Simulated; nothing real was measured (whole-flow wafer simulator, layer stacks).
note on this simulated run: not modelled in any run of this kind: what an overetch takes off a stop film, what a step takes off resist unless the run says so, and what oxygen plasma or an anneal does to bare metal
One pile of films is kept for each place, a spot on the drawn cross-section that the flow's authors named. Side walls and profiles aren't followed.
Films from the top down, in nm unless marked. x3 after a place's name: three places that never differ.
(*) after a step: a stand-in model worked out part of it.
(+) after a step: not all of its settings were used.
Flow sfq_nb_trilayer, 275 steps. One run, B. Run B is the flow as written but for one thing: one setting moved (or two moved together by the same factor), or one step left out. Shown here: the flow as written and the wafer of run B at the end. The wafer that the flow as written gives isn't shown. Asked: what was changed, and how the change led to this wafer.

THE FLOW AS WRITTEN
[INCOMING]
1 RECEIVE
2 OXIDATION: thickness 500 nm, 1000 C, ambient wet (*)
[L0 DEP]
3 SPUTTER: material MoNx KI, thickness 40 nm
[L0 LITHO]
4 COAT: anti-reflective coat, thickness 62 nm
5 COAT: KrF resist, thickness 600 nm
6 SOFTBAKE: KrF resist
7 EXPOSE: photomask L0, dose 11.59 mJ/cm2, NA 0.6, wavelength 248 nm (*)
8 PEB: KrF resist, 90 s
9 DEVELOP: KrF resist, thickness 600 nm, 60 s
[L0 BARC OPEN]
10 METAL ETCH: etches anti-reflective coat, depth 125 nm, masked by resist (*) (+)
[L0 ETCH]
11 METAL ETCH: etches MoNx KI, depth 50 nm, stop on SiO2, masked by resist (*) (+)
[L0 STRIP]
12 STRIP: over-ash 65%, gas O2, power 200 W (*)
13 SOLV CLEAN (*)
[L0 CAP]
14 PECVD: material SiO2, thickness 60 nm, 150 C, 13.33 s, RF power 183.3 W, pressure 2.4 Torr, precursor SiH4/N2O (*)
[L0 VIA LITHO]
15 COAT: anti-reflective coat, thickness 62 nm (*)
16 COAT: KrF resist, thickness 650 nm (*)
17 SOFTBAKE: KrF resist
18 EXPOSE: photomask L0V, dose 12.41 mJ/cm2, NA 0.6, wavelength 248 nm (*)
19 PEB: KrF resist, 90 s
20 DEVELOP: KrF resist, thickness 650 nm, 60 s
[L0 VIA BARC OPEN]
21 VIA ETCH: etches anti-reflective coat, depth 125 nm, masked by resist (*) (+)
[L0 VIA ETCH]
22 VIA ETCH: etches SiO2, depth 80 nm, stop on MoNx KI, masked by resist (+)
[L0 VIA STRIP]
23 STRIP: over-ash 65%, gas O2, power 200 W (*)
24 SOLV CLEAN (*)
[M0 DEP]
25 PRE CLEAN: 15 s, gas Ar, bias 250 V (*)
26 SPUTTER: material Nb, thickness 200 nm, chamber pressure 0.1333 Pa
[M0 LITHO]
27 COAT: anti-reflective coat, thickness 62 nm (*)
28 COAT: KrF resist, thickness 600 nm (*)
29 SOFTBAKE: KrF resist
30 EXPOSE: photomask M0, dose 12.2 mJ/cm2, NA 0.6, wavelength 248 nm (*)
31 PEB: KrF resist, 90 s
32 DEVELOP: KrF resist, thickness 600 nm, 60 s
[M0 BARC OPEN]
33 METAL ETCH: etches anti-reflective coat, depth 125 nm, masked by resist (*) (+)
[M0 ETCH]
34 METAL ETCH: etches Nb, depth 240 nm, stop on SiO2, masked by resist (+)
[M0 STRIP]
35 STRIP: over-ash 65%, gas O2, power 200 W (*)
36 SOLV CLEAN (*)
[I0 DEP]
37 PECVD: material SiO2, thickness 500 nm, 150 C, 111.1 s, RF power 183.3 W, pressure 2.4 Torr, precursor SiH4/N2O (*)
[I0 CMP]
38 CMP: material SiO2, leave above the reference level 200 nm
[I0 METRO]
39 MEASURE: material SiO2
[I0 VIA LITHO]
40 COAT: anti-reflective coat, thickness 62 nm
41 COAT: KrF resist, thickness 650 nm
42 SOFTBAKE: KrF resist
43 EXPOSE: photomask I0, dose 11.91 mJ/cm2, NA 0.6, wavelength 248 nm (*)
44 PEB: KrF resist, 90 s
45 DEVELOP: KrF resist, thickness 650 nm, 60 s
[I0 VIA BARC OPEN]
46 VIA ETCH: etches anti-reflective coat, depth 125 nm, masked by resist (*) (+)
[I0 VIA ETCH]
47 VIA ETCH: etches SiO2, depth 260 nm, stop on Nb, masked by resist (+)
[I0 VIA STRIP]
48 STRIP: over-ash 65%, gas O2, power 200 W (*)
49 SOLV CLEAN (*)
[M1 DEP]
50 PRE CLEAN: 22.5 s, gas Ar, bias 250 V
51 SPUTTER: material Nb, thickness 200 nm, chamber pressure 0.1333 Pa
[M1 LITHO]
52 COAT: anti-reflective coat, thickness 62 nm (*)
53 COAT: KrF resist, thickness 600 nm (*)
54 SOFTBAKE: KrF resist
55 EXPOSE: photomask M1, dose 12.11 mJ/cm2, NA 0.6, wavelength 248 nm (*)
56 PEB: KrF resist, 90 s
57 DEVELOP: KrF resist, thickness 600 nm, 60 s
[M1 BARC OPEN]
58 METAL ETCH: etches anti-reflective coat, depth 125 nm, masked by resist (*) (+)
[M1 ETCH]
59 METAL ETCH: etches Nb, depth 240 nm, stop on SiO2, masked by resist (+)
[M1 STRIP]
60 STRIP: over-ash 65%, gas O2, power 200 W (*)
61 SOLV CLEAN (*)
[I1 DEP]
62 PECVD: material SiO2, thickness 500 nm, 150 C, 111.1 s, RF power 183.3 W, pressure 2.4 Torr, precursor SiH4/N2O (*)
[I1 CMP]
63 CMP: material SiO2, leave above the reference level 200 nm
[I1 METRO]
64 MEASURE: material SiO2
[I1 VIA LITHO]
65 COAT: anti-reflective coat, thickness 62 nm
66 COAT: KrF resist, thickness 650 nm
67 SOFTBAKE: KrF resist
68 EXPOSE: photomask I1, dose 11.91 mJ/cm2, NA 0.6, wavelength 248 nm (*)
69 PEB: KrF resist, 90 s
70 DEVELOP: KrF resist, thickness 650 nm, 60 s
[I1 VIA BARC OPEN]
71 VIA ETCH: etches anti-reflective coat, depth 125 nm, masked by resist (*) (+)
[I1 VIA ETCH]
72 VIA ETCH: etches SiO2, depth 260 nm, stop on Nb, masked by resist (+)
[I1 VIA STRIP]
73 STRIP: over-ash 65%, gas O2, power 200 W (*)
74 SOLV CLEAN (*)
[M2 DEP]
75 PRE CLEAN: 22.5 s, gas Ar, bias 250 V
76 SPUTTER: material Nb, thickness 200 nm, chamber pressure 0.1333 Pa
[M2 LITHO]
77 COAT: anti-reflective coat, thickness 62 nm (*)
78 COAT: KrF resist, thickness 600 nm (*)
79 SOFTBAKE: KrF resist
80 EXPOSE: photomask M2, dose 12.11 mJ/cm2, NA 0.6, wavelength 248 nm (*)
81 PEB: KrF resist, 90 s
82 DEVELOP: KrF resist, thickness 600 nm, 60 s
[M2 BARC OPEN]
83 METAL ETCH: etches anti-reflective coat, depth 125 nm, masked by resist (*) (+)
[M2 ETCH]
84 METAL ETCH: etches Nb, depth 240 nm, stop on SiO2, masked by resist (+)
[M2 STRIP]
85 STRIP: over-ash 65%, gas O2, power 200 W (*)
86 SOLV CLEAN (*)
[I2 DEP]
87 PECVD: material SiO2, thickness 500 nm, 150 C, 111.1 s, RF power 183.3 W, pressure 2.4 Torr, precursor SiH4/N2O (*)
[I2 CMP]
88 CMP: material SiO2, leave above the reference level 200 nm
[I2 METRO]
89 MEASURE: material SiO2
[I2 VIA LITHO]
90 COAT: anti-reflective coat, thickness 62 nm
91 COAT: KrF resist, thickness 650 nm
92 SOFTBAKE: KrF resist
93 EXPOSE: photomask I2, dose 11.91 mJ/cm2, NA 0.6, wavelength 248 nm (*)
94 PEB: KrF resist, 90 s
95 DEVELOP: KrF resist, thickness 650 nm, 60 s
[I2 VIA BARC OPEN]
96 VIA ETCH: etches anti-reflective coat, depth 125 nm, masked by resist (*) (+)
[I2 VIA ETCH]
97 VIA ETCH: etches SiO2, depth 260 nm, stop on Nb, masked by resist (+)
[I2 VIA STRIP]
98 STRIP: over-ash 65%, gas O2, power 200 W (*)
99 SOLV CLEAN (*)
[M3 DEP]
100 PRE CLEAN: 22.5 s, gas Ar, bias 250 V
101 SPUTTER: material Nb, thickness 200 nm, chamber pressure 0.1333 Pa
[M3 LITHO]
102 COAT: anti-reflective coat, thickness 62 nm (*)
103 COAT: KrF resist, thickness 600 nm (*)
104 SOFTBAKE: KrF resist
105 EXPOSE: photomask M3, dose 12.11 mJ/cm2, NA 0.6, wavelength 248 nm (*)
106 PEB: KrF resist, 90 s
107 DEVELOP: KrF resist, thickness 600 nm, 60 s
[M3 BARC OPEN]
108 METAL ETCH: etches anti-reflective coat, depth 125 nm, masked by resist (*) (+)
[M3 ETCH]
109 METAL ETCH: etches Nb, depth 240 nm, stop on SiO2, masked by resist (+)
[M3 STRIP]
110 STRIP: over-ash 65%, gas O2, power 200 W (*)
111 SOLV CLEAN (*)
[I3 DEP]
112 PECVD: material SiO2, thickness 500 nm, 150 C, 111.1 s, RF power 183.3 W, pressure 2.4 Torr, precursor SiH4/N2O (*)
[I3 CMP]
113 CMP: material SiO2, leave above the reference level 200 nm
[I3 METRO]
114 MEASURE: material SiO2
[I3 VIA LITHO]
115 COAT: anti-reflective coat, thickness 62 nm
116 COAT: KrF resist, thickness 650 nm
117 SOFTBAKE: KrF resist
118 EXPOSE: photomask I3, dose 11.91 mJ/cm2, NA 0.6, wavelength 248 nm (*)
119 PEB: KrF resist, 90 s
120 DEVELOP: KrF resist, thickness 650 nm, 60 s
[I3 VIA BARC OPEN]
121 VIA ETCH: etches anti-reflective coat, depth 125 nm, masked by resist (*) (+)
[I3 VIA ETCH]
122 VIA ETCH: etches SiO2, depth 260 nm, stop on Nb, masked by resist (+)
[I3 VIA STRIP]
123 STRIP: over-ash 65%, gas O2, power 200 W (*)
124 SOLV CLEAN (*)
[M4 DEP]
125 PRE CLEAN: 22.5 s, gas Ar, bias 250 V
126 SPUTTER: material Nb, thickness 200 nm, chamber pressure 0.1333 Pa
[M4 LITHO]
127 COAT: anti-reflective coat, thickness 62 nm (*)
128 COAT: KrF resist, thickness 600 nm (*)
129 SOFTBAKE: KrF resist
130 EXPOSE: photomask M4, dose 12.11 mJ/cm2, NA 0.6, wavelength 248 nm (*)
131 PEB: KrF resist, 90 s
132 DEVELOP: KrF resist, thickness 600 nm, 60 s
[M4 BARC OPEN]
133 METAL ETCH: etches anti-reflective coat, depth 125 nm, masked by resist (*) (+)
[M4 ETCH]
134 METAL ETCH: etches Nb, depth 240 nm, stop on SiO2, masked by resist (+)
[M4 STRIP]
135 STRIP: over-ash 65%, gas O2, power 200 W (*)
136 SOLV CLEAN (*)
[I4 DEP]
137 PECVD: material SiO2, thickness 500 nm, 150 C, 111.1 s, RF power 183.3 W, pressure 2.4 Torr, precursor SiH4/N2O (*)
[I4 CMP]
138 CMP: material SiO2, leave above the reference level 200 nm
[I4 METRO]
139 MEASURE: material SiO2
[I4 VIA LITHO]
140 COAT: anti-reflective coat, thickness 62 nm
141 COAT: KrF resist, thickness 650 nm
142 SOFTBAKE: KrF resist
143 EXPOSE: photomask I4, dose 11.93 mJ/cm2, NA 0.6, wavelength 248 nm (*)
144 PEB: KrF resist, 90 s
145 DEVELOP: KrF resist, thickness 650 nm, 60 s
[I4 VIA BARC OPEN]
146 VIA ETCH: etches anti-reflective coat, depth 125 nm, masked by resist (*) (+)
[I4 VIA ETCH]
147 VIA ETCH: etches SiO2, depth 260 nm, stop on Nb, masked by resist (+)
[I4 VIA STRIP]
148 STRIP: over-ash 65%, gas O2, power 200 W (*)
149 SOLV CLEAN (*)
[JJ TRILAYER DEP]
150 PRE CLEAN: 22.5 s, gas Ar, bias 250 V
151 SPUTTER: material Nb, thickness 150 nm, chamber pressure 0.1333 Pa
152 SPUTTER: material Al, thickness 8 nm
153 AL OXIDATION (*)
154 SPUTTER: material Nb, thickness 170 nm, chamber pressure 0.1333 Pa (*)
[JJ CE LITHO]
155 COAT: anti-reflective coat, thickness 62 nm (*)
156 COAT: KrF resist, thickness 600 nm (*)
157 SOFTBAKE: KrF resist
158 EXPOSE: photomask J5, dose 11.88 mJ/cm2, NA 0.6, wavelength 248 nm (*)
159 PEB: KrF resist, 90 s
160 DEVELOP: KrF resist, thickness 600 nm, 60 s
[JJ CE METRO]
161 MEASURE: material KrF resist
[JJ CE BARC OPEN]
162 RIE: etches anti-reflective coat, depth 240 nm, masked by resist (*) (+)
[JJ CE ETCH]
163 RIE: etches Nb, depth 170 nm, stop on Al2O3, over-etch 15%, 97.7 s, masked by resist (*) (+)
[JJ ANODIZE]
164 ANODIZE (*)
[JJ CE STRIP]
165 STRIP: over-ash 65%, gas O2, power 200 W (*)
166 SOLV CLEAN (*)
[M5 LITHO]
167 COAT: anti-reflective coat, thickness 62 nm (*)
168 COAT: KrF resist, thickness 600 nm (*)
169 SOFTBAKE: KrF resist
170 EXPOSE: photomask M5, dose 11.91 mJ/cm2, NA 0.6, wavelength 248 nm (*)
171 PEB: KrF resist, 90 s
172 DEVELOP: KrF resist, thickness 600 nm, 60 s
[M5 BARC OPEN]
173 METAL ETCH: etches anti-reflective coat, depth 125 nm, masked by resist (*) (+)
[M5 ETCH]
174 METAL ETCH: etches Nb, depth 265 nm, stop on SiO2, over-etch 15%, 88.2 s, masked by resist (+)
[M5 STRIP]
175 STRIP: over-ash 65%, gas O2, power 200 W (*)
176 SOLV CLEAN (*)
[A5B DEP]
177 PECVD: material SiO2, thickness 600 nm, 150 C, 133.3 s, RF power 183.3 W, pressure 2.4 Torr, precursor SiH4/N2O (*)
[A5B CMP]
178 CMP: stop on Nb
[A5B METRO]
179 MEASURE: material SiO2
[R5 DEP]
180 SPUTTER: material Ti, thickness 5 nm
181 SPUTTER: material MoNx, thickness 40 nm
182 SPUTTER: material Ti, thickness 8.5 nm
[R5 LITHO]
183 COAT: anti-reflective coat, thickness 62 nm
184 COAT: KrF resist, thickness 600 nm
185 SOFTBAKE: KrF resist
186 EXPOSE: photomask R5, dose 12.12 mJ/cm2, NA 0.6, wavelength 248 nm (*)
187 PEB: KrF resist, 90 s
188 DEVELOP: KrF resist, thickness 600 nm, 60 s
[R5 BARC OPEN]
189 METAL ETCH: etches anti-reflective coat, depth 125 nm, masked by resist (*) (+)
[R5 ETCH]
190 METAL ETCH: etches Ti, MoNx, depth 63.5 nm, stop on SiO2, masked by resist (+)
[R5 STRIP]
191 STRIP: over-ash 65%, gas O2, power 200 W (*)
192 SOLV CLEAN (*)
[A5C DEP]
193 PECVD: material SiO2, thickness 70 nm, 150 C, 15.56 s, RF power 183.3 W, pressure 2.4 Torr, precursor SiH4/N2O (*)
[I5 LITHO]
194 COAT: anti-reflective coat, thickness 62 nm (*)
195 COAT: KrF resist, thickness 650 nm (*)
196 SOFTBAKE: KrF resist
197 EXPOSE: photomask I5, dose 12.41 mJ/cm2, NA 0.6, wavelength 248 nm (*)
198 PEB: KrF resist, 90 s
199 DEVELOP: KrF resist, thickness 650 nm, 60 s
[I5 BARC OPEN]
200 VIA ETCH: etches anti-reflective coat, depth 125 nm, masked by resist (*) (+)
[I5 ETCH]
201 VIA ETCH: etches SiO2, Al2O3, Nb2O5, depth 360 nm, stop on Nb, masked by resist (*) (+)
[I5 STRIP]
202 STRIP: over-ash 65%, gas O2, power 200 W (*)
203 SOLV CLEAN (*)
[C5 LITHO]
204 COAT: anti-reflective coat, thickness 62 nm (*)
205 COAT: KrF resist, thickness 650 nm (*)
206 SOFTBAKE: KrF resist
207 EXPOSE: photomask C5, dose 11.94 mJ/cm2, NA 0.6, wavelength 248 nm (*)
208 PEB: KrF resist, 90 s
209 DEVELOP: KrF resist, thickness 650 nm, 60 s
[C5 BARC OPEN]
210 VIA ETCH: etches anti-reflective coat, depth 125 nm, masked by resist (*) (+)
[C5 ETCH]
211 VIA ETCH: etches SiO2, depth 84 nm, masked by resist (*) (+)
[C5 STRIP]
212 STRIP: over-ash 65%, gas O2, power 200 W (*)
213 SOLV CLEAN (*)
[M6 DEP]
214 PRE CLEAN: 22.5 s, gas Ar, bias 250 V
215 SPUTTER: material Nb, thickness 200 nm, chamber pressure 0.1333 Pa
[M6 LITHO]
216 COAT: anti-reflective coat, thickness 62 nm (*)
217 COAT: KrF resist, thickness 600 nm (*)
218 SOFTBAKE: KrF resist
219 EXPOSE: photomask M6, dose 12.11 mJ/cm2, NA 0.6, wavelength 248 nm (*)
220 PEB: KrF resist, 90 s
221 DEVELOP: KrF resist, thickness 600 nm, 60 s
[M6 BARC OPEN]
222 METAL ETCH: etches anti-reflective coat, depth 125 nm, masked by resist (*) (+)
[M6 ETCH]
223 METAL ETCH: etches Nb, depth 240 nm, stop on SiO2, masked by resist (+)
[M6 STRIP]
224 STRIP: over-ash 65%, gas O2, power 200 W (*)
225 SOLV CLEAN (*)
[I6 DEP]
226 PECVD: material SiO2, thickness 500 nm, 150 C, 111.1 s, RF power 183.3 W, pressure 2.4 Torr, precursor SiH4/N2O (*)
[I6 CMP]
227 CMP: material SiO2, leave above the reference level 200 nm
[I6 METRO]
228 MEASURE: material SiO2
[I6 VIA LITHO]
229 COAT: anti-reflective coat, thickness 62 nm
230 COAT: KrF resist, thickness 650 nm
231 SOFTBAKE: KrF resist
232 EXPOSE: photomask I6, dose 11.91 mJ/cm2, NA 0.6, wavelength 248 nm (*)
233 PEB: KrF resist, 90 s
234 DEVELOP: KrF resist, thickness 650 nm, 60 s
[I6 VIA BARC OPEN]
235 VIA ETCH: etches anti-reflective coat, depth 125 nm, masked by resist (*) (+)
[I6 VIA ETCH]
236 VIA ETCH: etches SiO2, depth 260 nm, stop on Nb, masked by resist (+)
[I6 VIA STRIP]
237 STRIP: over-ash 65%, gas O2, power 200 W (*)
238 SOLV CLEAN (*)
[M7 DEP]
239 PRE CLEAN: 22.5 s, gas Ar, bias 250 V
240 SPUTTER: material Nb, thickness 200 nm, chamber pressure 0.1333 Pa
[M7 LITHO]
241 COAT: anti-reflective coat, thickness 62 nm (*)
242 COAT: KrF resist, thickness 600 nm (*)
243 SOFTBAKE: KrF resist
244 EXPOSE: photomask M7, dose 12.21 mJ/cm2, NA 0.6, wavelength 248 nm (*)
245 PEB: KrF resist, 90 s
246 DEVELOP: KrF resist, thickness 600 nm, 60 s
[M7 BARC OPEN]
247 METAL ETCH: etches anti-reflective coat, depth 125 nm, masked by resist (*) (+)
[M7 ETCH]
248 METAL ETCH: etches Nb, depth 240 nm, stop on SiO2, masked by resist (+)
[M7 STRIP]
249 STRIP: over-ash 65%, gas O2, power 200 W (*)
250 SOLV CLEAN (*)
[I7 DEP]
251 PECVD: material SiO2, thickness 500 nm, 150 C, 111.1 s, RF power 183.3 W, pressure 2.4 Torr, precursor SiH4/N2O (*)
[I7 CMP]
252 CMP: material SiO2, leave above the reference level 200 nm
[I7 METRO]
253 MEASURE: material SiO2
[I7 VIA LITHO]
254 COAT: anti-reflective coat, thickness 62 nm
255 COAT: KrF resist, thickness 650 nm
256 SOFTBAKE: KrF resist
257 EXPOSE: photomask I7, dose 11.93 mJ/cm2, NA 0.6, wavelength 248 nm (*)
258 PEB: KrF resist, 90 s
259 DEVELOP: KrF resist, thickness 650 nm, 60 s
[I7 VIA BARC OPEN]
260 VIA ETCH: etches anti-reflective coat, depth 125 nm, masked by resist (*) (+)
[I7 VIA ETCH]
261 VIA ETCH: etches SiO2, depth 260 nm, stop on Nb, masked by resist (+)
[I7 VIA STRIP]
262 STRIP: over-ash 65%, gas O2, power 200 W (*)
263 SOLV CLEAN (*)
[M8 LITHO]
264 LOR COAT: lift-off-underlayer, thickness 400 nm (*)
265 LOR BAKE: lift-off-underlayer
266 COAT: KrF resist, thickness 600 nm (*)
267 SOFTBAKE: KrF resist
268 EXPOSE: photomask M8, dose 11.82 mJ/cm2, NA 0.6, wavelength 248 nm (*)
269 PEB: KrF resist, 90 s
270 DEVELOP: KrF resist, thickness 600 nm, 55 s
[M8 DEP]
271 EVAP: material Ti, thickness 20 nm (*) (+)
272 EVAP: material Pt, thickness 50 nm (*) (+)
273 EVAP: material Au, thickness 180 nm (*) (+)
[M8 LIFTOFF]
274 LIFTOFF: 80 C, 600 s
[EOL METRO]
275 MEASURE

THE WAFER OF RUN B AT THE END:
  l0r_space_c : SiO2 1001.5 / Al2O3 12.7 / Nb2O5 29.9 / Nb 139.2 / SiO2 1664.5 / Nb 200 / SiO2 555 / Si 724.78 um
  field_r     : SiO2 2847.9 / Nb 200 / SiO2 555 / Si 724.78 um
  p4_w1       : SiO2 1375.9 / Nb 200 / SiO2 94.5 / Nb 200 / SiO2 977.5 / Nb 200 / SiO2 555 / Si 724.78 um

The cause: step 113, CMP: leave above the reference level 102 nm was run, where the flow has leave above the reference level 200 nm.

How the change led to this, step by step:
  113 CMP: material SiO2, leave above the reference level 200 nm
      field_l, be, be_sur and 64 more: SiO2 -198 (as written it would be: SiO2 -100)
      v_sur, via_wl, via_wr and 27 more: SiO2 -398 (as written it would be: SiO2 -300)
      (and at 9 more places)
  122 VIA ETCH: etches SiO2, depth 260 nm, stop on Nb, masked by resist (+)
      field_l, v_sur, via_wl and 102 more: KrF resist -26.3 (as written it would be: KrF resist -44.8)
      via_v: SiO2 -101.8 (all of it) (as written it would be: SiO2 -199.8 (all of it))
  123 STRIP: over-ash 65%, gas O2, power 200 W (*)
      field_l, v_sur, via_wl and 102 more: KrF resist -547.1 (all of it), anti-reflective coat -62 (all of it) (as written it would be: KrF resist -528.6 (all of it), anti-reflective coat -62 (all of it))
  126 SPUTTER: material Nb, thickness 200 nm, chamber pressure 0.1333 Pa
      via_v: Nb +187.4 (as written it would be: Nb +165.5)
  127 COAT: anti-reflective coat, thickness 62 nm (*)
      via_v: anti-reflective coat +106 (new film) (as written it would be: anti-reflective coat +124.8 (new film))
      wire: anti-reflective coat +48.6 (new film) (as written it would be: anti-reflective coat +50.2 (new film))
  128 COAT: KrF resist, thickness 600 nm (*)
      via_v: KrF resist +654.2 (new film) (as written it would be: KrF resist +739.8 (new film))
  135 STRIP: over-ash 65%, gas O2, power 200 W (*)
      via_sp: KrF resist -382.6 (all of it), anti-reflective coat -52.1 (all of it) (as written it would be: KrF resist -373.9 (all of it), anti-reflective coat -53 (all of it))
      via_v: KrF resist -436.5 (all of it), anti-reflective coat -106 (all of it) (as written it would be: KrF resist -521.8 (all of it), anti-reflective coat -124.8 (all of it))
      (and at 1 more place)
  137 PECVD: material SiO2, thickness 500 nm, 150 C, 111.1 s, RF power 183.3 W, pressure 2.4 Torr, precursor SiH4/N2O (*)
      via_v: SiO2 +500 (new film) (as written it would be: SiO2 +615 (new film))
  138 CMP: material SiO2, leave above the reference level 200 nm
      via_v: SiO2 -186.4 (as written it would be: SiO2 -181.6)
